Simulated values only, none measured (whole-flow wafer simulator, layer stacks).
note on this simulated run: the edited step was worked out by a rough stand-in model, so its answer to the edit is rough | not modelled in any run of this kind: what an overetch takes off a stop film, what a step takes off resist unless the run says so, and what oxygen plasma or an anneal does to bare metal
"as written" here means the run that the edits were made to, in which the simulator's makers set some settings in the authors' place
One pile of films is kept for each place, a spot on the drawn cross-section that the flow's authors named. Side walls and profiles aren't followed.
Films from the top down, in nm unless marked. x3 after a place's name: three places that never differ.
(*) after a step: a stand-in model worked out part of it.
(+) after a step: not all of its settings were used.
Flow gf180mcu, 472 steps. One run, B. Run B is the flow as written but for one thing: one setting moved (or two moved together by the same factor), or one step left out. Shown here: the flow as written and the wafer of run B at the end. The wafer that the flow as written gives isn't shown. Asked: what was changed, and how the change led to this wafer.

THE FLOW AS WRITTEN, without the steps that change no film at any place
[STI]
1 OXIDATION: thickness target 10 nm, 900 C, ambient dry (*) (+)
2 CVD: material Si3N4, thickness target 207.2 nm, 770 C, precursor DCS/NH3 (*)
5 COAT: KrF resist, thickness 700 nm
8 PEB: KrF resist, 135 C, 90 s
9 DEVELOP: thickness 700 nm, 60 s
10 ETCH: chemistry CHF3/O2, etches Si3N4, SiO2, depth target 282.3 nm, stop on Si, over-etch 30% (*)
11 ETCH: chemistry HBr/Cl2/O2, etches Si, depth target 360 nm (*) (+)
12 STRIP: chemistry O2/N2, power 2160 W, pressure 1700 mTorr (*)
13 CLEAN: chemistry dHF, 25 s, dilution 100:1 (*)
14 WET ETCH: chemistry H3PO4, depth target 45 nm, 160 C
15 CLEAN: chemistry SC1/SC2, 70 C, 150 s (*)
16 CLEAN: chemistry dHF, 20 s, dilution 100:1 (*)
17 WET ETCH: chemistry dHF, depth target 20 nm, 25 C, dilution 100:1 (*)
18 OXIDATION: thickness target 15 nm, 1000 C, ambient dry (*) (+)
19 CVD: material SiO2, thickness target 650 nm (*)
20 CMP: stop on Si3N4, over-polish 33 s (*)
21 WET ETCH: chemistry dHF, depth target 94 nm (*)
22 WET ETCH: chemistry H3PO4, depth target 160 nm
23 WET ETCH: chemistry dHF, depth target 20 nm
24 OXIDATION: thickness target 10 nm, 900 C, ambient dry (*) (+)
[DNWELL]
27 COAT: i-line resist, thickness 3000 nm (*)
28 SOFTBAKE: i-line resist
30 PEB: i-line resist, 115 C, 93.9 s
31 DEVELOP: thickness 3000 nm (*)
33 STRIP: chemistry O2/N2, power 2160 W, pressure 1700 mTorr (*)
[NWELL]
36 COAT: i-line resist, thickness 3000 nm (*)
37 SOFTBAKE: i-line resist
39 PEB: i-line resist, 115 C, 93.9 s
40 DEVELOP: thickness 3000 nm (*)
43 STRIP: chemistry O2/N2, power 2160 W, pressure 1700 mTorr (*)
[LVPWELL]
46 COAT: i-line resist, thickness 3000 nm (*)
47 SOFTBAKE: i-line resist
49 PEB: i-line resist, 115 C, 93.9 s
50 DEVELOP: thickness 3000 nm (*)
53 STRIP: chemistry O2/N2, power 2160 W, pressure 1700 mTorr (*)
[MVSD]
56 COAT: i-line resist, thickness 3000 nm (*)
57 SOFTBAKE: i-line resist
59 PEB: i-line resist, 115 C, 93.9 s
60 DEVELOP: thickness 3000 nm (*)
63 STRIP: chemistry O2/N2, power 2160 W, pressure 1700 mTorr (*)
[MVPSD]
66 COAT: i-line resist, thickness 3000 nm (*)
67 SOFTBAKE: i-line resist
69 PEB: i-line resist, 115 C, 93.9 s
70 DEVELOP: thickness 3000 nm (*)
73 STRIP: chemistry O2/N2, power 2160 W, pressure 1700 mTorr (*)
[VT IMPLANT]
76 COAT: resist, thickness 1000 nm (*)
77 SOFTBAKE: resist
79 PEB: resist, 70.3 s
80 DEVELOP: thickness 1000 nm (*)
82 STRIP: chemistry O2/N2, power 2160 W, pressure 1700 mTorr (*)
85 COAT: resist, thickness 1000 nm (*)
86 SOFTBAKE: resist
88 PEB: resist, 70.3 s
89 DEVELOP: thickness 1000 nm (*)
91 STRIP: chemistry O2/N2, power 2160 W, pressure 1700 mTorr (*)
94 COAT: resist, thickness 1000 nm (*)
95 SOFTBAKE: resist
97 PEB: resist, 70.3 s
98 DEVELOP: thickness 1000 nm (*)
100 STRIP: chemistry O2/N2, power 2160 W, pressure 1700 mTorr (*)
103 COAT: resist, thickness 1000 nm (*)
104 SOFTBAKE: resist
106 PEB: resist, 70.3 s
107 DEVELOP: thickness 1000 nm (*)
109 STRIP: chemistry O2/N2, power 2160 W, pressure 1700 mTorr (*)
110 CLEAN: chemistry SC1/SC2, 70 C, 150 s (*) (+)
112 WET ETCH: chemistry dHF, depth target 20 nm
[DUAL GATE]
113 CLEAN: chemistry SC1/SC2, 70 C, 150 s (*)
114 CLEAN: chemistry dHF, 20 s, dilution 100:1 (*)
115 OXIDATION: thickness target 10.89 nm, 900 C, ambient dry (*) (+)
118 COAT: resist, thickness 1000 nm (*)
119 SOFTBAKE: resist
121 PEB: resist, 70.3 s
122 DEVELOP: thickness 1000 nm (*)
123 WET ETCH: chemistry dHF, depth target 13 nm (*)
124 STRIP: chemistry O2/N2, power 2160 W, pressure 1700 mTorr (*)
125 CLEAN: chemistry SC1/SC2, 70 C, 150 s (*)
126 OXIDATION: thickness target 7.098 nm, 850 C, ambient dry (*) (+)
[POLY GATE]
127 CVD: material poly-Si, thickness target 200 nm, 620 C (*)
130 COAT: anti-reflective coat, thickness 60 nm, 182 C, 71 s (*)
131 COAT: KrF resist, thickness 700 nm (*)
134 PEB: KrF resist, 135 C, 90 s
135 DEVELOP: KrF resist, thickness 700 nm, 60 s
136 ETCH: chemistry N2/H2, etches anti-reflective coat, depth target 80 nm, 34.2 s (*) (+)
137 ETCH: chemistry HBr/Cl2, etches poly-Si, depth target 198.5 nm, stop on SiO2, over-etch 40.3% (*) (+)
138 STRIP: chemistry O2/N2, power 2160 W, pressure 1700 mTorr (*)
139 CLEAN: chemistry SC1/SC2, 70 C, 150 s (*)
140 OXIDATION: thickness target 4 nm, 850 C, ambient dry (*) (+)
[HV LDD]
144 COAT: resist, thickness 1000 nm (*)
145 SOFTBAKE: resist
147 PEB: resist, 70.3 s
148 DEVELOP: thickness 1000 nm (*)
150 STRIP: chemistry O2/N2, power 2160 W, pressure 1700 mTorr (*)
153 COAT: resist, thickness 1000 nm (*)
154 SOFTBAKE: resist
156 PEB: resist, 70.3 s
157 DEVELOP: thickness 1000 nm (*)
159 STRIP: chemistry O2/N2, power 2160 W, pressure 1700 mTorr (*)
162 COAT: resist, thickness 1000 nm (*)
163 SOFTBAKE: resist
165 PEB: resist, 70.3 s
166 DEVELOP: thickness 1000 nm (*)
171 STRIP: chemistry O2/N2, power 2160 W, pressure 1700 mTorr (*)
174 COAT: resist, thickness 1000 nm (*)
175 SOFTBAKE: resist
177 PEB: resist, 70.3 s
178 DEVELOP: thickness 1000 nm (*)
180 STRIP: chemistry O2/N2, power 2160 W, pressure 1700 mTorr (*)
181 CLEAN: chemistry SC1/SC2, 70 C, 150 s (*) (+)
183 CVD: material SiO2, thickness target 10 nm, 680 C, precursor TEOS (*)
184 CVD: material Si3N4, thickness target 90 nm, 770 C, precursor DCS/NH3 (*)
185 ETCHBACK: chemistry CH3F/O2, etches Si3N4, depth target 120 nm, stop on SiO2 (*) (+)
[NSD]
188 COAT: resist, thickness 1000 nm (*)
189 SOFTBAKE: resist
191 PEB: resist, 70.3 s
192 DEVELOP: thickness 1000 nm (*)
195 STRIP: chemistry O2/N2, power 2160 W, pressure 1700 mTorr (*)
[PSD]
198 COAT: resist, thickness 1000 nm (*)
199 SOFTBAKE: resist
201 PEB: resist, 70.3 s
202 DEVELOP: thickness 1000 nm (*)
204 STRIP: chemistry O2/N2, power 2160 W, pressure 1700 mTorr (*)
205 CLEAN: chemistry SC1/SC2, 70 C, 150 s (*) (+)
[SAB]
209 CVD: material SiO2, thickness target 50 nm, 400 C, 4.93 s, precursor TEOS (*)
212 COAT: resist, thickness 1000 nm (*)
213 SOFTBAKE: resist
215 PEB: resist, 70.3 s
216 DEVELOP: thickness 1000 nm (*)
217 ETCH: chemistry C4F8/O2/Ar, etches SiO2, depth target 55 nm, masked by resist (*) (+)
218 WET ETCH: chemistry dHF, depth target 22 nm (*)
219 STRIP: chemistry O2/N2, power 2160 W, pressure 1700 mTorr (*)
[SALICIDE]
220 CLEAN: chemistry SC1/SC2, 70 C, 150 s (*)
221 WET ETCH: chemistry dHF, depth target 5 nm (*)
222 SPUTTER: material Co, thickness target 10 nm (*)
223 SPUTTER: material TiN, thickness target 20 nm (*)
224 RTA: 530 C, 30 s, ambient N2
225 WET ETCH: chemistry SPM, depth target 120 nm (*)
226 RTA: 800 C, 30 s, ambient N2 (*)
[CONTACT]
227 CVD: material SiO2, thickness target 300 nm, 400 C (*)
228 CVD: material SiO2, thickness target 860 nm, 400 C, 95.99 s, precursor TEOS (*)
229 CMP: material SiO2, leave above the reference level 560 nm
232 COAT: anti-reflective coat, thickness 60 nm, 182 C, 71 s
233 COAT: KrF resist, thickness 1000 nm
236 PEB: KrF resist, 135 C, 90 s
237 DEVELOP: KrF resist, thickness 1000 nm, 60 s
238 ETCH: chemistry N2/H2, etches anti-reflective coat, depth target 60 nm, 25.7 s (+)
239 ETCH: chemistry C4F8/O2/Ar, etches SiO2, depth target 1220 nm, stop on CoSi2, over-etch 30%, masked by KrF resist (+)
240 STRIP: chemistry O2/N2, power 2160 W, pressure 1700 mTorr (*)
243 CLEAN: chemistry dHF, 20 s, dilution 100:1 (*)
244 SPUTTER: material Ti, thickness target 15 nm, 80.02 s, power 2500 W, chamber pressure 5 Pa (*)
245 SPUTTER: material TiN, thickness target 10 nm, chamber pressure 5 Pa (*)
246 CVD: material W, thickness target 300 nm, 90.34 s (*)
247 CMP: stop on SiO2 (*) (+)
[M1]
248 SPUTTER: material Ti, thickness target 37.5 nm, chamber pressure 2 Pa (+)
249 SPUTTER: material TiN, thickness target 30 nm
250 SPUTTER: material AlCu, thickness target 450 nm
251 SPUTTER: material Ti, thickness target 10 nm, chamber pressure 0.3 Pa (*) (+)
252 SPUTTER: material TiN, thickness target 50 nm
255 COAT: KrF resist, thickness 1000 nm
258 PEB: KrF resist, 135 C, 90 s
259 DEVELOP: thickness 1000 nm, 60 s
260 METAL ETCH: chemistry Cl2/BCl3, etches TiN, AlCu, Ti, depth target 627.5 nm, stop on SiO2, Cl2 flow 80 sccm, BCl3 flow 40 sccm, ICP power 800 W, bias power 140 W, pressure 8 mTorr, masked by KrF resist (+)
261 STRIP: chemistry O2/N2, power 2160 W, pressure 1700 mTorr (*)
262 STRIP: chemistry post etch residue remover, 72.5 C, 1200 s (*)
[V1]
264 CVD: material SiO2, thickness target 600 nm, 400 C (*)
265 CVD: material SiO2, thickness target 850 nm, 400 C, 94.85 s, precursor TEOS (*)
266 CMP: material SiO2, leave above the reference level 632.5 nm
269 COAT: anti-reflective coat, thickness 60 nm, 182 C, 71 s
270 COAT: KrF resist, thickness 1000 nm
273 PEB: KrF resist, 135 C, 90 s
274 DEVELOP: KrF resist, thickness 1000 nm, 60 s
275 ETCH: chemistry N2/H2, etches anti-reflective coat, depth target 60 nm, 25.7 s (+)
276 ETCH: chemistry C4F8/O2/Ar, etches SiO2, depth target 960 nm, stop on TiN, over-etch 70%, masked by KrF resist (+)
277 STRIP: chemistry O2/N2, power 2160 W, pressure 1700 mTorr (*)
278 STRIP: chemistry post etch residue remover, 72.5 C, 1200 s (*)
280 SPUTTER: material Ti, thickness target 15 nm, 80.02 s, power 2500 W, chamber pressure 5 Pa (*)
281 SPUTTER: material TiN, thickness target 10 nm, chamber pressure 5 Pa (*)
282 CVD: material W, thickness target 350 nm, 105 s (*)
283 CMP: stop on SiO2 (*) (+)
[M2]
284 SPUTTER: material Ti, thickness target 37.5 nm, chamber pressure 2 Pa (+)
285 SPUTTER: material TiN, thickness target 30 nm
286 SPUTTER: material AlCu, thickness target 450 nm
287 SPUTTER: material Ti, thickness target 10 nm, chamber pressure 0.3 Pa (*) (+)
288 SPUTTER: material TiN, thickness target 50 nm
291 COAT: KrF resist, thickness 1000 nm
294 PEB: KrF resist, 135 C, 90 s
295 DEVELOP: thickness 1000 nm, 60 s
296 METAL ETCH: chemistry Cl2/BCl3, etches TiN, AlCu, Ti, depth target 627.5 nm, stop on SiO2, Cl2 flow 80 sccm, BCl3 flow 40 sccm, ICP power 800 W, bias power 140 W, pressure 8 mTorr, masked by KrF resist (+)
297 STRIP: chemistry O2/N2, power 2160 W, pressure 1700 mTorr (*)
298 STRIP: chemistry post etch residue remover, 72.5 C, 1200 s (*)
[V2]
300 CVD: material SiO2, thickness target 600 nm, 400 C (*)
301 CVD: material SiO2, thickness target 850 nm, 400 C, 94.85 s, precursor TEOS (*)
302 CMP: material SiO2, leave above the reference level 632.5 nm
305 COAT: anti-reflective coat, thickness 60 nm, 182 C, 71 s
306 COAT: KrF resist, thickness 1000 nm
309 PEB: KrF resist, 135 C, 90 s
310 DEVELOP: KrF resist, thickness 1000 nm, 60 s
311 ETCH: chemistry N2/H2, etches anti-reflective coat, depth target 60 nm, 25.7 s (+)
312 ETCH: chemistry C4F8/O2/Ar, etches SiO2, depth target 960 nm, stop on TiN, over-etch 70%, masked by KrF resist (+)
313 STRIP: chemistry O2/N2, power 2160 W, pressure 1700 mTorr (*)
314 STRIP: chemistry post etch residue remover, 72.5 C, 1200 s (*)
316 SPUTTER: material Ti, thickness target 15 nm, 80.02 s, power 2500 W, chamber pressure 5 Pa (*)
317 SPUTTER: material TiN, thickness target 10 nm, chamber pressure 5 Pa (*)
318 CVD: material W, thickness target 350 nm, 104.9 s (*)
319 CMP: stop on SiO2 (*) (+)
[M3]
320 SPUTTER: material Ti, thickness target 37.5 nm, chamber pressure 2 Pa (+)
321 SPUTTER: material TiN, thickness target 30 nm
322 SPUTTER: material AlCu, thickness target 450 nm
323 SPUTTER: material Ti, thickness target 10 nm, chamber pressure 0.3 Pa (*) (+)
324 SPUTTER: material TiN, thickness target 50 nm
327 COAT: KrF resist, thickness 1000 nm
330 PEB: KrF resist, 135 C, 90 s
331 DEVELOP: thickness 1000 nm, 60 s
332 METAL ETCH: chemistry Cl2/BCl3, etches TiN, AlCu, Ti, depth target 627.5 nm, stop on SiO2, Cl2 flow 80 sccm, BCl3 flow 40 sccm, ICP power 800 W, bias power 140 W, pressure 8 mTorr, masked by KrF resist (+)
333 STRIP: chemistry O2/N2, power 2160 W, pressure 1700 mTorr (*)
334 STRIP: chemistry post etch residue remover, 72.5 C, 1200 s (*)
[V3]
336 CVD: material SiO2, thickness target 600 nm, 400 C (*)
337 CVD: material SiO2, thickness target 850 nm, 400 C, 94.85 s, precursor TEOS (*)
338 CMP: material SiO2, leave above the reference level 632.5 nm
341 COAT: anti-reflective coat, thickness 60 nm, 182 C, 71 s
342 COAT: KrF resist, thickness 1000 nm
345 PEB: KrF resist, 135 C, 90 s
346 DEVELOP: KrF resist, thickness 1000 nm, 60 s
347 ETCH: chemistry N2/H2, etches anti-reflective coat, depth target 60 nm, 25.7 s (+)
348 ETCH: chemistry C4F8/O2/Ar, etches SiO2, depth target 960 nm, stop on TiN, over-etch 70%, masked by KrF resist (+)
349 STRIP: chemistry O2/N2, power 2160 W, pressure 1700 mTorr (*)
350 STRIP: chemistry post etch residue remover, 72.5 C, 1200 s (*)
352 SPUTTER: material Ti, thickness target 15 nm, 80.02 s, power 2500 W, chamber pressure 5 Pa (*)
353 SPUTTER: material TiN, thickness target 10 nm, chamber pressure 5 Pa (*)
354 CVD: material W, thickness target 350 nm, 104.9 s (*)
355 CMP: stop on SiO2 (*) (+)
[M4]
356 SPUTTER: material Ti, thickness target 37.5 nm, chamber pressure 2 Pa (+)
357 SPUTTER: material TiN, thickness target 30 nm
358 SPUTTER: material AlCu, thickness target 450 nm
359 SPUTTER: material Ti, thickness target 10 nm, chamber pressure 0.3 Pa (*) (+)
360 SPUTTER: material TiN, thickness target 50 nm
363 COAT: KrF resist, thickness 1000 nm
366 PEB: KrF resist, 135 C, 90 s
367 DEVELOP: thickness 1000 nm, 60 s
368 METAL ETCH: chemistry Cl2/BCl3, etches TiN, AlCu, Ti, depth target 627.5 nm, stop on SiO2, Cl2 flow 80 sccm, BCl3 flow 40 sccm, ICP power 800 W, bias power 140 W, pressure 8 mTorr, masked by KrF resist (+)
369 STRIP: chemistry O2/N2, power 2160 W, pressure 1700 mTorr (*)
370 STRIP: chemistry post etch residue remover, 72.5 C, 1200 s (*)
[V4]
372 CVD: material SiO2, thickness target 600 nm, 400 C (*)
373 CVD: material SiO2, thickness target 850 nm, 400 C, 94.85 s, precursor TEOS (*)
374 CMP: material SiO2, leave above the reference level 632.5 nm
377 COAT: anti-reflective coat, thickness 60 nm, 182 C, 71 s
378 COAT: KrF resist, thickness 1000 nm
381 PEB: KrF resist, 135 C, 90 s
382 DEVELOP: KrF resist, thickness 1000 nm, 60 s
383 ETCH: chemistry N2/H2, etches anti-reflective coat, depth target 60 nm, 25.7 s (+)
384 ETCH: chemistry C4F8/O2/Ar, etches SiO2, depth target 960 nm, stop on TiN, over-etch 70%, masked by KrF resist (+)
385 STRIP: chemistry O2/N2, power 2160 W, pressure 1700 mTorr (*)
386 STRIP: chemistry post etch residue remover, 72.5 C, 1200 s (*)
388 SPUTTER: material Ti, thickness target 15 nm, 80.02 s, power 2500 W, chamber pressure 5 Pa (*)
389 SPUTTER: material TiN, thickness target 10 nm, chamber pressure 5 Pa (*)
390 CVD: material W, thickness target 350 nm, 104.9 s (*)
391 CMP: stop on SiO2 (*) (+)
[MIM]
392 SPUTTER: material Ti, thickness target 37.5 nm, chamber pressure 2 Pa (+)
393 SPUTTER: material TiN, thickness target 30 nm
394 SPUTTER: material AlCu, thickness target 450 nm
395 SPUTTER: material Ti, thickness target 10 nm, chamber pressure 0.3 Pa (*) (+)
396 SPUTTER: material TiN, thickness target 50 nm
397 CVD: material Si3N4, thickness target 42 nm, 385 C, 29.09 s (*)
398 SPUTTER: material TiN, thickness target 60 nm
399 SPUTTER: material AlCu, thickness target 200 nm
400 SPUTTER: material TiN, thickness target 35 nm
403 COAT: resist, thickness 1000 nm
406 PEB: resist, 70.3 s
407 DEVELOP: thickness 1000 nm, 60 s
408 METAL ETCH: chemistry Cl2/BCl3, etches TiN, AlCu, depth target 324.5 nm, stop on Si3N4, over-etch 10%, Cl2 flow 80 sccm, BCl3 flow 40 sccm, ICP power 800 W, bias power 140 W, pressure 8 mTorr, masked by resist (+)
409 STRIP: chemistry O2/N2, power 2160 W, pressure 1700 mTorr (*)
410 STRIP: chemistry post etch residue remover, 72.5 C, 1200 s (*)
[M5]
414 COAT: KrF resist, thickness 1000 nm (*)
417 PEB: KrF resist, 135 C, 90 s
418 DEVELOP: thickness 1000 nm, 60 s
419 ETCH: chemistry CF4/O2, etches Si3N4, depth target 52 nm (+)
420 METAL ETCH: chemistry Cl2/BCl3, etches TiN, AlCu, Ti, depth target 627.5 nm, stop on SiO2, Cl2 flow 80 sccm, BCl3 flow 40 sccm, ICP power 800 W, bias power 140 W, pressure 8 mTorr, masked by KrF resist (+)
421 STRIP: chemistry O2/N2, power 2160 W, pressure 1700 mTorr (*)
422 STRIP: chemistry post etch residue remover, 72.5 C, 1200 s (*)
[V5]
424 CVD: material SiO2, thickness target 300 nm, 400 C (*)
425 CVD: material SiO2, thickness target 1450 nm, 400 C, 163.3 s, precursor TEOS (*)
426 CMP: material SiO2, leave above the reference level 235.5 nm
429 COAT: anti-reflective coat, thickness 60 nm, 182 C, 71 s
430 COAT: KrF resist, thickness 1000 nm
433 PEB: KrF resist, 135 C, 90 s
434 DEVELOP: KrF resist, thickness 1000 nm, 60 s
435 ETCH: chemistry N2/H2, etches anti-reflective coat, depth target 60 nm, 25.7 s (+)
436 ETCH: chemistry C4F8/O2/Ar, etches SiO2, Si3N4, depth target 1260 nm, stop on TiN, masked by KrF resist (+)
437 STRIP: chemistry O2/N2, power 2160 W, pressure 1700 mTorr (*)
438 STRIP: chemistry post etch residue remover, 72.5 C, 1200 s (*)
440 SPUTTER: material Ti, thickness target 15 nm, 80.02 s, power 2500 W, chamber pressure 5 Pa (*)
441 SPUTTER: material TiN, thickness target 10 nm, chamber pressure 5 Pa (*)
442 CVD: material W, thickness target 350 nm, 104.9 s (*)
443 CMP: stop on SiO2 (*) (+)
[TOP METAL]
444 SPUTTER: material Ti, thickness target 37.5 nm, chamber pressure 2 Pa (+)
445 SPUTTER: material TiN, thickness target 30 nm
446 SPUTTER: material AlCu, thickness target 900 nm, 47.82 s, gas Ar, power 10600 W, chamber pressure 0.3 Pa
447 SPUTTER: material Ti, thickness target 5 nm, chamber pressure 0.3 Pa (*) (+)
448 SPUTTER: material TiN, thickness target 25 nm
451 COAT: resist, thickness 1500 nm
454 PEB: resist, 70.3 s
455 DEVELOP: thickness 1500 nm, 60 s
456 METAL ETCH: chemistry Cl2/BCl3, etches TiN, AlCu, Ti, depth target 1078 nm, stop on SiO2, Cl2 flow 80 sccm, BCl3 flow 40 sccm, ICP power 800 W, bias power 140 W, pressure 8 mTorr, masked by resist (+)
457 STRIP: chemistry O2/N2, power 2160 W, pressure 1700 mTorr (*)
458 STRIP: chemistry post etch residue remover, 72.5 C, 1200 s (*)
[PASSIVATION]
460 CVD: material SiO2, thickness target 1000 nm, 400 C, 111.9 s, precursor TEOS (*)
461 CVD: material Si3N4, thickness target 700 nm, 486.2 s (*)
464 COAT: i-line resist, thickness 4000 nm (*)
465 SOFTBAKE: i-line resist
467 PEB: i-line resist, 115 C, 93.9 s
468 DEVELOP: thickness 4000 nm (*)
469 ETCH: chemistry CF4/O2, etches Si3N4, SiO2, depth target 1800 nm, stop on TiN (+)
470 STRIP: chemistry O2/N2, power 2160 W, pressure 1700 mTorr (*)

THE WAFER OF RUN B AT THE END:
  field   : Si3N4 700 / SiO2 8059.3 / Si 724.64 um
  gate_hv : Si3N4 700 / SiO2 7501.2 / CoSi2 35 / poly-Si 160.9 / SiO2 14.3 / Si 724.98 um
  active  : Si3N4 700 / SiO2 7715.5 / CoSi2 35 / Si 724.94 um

The cause: step 424, CVD: thickness target 132 nm was run, where the flow has thickness target 300 nm.

How the change led to this, step by step:
  424 CVD: material SiO2, thickness target 300 nm, 400 C (*)
      field, field__w1, field__w2 and 101 more: SiO2 +132 (as written it would be: SiO2 +300)
      field__w4, field__w8, contact, m1, m1__w1, mim, mim_1p0, m1_nw: SiO2 +132 (new film) (as written it would be: SiO2 +300 (new film))
  436 ETCH: chemistry C4F8/O2/Ar, etches SiO2, Si3N4, depth target 1260 nm, stop on TiN, masked by KrF resist (+)
      field, field__w1, field__w2 and 108 more: KrF resist -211 (as written it would be: KrF resist -252)
      contact: SiO2 -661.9 (all of it), Si3N4 -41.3 (all of it) (as written it would be: SiO2 -829.9 (all of it), Si3N4 -41.3 (all of it))
  437 STRIP: chemistry O2/N2, power 2160 W, pressure 1700 mTorr (*)
      field, field__w1, field__w2 and 108 more: KrF resist -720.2 (all of it), anti-reflective coat -60 (all of it) (as written it would be: KrF resist -679.2 (all of it), anti-reflective coat -60 (all of it))
  440 SPUTTER: material Ti, thickness target 15 nm, 80.02 s, power 2500 W, chamber pressure 5 Pa (*)
      contact: Ti +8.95 (new film) (as written it would be: Ti +8.12 (new film))
  441 SPUTTER: material TiN, thickness target 10 nm, chamber pressure 5 Pa (*)
      contact: TiN +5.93 (new film) (as written it would be: TiN +5.38 (new film))
  442 CVD: material W, thickness target 350 nm, 104.9 s (*)
      contact: W +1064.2 (new film) (as written it would be: W +1233.6 (new film))
